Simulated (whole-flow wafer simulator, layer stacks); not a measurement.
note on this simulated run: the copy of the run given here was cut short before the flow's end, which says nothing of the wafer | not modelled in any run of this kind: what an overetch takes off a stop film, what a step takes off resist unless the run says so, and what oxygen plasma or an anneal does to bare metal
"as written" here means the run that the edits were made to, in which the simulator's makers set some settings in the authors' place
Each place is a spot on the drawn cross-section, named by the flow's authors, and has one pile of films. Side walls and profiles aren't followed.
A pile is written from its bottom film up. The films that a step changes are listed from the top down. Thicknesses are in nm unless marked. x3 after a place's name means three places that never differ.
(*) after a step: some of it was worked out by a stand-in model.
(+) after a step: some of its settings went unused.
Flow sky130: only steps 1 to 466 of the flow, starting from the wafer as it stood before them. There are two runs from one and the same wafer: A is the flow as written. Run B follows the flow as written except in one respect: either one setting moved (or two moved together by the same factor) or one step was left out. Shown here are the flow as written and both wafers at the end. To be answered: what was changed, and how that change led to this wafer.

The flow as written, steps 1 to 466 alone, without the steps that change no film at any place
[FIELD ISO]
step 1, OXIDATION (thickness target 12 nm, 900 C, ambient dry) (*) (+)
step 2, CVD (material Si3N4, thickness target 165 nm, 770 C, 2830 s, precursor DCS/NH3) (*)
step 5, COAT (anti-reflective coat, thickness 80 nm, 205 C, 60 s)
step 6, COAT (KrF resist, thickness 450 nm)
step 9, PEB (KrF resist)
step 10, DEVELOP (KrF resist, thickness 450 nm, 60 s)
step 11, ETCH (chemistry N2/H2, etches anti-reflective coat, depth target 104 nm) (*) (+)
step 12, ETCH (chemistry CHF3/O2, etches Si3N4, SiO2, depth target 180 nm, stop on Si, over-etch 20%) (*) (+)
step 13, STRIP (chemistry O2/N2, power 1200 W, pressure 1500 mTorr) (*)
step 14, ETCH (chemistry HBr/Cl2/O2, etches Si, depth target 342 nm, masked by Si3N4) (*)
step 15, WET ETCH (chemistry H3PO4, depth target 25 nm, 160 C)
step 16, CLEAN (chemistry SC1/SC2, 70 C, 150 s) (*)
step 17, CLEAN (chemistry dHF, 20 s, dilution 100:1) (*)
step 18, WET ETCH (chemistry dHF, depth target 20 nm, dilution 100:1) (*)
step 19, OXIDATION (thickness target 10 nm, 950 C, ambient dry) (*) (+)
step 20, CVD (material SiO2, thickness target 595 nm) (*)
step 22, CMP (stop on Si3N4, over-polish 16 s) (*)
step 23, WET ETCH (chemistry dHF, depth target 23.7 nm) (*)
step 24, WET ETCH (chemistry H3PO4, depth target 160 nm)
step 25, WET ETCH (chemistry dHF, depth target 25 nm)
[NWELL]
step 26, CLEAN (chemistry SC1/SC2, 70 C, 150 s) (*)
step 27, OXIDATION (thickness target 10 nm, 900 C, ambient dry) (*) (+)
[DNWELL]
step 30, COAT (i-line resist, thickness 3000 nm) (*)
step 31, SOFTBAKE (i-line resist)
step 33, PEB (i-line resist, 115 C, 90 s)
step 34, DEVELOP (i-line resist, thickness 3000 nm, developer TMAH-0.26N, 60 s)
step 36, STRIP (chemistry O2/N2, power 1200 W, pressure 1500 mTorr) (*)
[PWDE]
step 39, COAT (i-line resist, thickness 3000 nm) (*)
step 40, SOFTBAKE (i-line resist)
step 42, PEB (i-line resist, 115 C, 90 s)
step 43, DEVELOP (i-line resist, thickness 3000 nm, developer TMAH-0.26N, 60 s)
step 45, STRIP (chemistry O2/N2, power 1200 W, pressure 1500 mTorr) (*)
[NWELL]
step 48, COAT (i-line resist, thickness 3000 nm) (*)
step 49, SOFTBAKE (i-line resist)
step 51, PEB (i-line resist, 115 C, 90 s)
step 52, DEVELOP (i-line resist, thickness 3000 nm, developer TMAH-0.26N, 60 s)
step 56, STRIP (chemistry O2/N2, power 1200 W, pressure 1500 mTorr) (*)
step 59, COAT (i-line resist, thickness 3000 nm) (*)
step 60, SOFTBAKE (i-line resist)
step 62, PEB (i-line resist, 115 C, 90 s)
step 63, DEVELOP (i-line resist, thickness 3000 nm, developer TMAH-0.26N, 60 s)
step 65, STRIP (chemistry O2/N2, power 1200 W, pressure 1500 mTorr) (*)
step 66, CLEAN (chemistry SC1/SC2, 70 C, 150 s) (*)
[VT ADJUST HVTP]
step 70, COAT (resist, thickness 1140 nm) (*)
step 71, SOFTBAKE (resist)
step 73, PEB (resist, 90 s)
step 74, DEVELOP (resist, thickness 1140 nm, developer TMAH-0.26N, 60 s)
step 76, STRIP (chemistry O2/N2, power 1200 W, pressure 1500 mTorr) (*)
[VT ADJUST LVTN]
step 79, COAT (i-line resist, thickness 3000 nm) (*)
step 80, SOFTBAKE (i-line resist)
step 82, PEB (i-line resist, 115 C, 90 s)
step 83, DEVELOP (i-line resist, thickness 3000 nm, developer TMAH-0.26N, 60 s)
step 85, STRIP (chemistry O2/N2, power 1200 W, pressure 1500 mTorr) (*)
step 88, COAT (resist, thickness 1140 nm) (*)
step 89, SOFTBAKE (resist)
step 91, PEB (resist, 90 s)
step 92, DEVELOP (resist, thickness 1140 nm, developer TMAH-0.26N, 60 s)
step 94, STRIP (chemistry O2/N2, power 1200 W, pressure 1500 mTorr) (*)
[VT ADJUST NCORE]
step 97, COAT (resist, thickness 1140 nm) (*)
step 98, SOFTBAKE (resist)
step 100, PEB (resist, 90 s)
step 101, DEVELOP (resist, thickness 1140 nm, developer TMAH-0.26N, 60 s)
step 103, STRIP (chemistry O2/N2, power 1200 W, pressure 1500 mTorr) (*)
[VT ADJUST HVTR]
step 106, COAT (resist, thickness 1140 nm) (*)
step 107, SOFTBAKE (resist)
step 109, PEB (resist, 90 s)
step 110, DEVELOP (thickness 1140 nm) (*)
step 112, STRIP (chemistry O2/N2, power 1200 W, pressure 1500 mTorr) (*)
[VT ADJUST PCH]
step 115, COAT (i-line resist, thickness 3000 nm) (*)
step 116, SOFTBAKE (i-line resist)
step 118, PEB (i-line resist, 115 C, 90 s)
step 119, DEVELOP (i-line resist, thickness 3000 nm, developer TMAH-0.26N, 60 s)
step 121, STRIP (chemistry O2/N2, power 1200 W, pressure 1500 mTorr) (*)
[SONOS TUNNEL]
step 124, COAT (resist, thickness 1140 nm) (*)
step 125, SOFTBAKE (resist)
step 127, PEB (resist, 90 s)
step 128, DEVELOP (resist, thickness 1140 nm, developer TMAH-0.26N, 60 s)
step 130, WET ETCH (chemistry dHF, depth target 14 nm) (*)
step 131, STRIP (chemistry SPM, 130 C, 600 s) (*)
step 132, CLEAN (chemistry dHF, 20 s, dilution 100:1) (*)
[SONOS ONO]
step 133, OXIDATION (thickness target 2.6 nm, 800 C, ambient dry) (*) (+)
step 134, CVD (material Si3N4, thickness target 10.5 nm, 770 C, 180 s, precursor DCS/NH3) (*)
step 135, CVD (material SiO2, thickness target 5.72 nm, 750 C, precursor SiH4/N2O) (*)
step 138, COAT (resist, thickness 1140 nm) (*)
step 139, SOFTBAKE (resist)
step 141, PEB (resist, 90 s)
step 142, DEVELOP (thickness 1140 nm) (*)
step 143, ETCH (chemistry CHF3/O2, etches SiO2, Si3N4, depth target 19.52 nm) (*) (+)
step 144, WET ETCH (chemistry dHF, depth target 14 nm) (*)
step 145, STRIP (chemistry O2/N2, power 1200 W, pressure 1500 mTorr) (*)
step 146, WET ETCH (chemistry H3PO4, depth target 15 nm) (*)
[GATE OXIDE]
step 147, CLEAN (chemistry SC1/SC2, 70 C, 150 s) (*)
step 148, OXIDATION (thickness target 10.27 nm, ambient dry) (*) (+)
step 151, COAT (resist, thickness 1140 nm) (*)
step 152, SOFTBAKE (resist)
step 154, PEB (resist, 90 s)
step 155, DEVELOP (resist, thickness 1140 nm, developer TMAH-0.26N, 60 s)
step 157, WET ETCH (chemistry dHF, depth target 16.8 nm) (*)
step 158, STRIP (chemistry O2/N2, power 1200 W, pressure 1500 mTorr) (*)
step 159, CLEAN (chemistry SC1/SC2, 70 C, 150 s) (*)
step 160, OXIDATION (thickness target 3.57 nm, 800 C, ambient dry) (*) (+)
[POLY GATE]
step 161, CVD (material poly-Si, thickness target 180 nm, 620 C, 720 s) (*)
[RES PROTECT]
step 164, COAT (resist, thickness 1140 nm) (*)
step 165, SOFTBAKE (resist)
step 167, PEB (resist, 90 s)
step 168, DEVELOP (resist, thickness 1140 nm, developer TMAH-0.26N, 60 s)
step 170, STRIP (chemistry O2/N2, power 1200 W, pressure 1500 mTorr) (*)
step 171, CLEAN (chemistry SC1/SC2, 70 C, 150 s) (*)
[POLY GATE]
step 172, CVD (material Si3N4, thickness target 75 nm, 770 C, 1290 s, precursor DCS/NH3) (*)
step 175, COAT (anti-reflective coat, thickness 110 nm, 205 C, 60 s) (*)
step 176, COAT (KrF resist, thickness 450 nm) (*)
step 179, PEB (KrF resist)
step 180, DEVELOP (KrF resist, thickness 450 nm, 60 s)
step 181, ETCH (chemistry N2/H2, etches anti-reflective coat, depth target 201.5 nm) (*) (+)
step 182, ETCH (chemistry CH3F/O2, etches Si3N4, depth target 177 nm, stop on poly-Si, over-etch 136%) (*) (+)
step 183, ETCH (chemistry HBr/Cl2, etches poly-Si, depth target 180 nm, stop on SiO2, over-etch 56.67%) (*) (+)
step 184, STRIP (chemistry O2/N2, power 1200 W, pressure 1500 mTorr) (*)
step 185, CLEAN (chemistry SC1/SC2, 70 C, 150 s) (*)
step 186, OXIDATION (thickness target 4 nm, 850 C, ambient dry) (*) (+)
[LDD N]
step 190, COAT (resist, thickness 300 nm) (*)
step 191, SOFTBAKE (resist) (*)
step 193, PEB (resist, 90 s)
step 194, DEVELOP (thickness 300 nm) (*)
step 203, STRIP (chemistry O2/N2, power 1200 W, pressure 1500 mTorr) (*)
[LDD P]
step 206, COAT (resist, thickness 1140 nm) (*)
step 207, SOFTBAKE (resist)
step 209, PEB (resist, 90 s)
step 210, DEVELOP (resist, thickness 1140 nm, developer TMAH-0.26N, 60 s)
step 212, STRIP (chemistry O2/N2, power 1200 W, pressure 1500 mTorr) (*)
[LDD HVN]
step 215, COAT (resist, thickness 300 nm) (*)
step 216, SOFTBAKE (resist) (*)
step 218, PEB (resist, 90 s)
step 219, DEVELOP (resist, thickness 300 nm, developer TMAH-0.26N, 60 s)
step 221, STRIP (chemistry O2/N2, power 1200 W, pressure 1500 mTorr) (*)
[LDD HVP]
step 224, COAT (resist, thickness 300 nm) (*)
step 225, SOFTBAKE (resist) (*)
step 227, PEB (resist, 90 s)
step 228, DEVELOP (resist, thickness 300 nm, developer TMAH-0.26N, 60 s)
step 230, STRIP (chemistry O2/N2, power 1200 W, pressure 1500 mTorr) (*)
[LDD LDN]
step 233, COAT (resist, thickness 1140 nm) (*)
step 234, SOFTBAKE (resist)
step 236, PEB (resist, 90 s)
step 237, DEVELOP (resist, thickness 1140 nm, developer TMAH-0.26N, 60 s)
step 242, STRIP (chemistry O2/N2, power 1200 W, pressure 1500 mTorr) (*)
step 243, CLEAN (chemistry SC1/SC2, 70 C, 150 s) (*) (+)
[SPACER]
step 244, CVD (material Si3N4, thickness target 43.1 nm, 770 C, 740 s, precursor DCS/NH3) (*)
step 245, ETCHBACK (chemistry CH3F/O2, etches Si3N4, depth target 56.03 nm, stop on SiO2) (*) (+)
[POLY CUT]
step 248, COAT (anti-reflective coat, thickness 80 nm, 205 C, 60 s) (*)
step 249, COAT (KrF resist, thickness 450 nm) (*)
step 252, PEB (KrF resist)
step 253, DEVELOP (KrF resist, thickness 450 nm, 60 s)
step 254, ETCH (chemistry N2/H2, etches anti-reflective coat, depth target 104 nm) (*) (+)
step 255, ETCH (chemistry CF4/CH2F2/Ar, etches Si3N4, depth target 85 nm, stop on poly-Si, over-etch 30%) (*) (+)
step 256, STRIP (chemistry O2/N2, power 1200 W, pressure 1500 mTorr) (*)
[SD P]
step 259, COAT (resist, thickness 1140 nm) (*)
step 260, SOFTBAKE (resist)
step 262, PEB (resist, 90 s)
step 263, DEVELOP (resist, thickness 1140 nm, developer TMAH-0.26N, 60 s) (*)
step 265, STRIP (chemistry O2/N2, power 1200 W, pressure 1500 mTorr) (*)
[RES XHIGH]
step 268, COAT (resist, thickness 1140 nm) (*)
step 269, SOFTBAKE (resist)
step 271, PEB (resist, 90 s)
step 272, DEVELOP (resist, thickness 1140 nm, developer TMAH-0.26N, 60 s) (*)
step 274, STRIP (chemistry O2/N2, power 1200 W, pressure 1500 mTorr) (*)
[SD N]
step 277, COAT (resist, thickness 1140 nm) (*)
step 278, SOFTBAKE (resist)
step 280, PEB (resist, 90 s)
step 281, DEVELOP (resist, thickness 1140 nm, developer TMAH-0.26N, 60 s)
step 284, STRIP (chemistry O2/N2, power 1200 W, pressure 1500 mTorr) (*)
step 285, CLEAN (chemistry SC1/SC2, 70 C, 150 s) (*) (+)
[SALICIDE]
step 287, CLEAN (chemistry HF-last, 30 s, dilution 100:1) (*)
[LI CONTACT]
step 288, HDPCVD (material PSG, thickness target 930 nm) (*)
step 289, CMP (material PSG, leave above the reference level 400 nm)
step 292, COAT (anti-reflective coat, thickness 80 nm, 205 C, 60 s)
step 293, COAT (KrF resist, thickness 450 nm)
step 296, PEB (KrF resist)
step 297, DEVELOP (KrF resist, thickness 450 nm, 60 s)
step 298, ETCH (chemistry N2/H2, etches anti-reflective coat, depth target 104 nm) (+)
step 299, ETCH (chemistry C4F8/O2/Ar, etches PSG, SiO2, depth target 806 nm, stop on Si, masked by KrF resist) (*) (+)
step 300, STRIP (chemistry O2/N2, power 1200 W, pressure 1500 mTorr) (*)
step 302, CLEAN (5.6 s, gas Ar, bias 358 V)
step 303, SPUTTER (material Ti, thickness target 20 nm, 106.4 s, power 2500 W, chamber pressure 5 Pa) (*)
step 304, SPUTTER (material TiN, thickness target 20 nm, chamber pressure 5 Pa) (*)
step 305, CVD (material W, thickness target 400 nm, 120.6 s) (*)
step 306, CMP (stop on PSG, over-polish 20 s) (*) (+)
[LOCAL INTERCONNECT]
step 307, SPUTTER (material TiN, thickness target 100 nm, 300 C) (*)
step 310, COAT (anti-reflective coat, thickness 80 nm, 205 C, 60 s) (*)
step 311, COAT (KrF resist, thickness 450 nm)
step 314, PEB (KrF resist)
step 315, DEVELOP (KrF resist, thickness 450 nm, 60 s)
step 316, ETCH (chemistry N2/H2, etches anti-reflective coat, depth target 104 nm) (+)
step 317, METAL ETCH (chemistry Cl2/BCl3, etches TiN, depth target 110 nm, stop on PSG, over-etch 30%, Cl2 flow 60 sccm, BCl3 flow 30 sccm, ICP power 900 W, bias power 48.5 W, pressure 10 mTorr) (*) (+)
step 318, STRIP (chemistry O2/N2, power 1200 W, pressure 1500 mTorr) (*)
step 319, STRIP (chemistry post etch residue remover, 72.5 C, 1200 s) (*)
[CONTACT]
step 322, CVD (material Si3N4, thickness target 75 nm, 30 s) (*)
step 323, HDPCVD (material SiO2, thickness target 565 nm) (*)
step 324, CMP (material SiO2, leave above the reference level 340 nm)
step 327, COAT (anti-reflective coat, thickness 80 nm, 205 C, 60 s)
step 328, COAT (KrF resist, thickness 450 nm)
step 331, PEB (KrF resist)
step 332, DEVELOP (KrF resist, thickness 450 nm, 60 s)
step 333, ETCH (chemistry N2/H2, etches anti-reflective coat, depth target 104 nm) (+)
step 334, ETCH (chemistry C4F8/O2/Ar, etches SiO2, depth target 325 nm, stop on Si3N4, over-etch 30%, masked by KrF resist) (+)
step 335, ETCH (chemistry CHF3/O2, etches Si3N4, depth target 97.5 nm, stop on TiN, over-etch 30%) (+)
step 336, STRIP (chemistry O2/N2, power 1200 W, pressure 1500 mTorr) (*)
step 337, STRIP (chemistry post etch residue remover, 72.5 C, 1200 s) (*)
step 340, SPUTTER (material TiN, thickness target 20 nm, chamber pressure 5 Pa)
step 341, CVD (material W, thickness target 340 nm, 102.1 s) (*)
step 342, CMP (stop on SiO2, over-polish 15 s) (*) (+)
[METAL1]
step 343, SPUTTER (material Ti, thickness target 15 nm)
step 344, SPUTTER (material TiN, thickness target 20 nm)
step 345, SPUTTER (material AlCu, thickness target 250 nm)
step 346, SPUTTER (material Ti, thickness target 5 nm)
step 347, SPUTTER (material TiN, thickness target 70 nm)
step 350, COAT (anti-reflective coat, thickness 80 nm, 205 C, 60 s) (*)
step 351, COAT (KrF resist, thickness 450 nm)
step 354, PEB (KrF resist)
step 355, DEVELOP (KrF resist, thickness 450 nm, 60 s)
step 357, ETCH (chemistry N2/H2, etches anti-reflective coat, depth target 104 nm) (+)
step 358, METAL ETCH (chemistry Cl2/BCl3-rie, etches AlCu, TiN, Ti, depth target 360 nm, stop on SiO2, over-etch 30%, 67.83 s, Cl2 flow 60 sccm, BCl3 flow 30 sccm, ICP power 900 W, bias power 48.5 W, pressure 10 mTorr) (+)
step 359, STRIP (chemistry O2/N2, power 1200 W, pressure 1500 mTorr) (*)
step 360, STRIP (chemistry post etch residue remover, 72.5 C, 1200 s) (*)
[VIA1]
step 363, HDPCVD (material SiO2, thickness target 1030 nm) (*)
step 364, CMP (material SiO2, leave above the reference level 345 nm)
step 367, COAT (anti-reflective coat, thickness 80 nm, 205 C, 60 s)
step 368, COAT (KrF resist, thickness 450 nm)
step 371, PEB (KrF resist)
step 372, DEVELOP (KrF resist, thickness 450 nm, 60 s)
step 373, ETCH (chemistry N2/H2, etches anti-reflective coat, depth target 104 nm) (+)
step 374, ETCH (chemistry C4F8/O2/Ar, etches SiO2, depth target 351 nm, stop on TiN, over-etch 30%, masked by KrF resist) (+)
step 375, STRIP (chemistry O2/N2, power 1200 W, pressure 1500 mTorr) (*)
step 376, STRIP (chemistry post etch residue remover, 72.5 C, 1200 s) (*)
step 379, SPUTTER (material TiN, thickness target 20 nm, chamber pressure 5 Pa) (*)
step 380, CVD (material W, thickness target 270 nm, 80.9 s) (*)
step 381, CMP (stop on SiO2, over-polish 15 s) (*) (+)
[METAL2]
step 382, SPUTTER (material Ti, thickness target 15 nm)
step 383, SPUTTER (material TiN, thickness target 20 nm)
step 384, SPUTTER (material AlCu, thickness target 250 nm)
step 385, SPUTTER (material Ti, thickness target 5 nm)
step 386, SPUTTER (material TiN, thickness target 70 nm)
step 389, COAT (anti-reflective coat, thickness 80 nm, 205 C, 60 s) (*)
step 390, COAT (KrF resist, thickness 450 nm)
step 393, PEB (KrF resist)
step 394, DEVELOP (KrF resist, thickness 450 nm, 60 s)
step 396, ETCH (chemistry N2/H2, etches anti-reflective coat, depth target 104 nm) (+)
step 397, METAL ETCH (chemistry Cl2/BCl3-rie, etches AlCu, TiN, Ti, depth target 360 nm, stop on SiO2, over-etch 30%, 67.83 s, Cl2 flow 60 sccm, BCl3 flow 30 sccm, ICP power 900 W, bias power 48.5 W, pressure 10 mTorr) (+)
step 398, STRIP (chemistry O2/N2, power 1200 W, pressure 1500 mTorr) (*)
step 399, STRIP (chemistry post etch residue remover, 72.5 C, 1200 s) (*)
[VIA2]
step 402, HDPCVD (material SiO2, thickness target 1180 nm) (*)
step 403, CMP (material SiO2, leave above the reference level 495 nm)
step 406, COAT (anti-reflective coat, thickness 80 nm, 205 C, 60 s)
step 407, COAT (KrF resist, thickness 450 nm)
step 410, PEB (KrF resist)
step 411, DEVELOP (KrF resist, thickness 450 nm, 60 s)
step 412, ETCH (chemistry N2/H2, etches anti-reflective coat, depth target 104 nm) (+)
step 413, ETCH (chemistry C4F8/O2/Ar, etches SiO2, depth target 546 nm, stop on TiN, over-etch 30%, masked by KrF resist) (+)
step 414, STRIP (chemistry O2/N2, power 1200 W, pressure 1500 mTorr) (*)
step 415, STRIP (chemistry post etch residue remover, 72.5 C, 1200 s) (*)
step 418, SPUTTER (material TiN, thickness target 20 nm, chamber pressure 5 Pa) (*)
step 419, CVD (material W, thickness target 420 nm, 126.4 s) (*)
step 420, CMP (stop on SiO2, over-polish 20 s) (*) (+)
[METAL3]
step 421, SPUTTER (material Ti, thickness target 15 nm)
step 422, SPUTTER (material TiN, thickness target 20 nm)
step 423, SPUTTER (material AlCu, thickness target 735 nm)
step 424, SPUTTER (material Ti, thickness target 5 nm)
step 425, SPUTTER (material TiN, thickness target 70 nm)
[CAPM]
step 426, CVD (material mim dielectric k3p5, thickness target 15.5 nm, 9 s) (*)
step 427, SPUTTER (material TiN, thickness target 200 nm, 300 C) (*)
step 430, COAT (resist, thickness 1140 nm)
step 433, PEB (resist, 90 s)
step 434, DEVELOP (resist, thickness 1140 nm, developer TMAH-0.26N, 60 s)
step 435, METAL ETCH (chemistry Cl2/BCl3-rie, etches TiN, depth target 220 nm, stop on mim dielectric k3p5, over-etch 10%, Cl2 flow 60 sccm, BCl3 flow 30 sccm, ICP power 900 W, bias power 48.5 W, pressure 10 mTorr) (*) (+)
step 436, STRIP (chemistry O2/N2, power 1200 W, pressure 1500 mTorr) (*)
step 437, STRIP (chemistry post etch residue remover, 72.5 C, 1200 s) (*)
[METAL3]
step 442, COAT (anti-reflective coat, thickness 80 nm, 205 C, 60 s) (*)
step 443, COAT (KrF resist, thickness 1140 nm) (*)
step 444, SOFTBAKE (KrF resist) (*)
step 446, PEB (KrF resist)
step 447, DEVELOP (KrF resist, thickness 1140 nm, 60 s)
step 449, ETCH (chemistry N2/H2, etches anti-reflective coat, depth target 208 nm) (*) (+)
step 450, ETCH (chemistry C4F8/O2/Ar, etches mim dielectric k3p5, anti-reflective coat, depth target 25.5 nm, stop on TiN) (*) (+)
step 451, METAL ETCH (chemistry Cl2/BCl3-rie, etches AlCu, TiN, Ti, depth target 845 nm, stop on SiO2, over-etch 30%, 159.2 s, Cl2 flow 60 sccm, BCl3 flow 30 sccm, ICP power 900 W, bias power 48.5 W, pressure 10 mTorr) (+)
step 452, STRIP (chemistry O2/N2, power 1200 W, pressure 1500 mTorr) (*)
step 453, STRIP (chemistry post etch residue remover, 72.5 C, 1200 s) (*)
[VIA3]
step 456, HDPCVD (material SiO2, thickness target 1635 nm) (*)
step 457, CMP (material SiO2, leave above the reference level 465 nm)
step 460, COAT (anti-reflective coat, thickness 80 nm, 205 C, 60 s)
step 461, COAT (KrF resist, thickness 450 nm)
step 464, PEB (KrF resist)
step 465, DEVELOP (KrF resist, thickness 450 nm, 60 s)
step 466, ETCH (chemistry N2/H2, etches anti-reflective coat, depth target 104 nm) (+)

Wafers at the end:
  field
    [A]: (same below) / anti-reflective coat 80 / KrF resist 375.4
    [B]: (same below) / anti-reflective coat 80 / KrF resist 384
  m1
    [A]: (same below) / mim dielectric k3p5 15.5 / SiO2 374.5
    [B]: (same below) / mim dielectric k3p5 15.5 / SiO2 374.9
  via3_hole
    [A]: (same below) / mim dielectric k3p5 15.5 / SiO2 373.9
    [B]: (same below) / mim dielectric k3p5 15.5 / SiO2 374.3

The reason: step 466, ETCH: depth target 88.6 nm was run, while the flow as written has depth target 104 nm.

How this came from the change, step by step:
  step 466, ETCH (chemistry N2/H2, etches anti-reflective coat, depth target 104 nm) (+)
      field, active, n_well and 187 more: A KrF resist loses 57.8 | B KrF resist loses 49.2
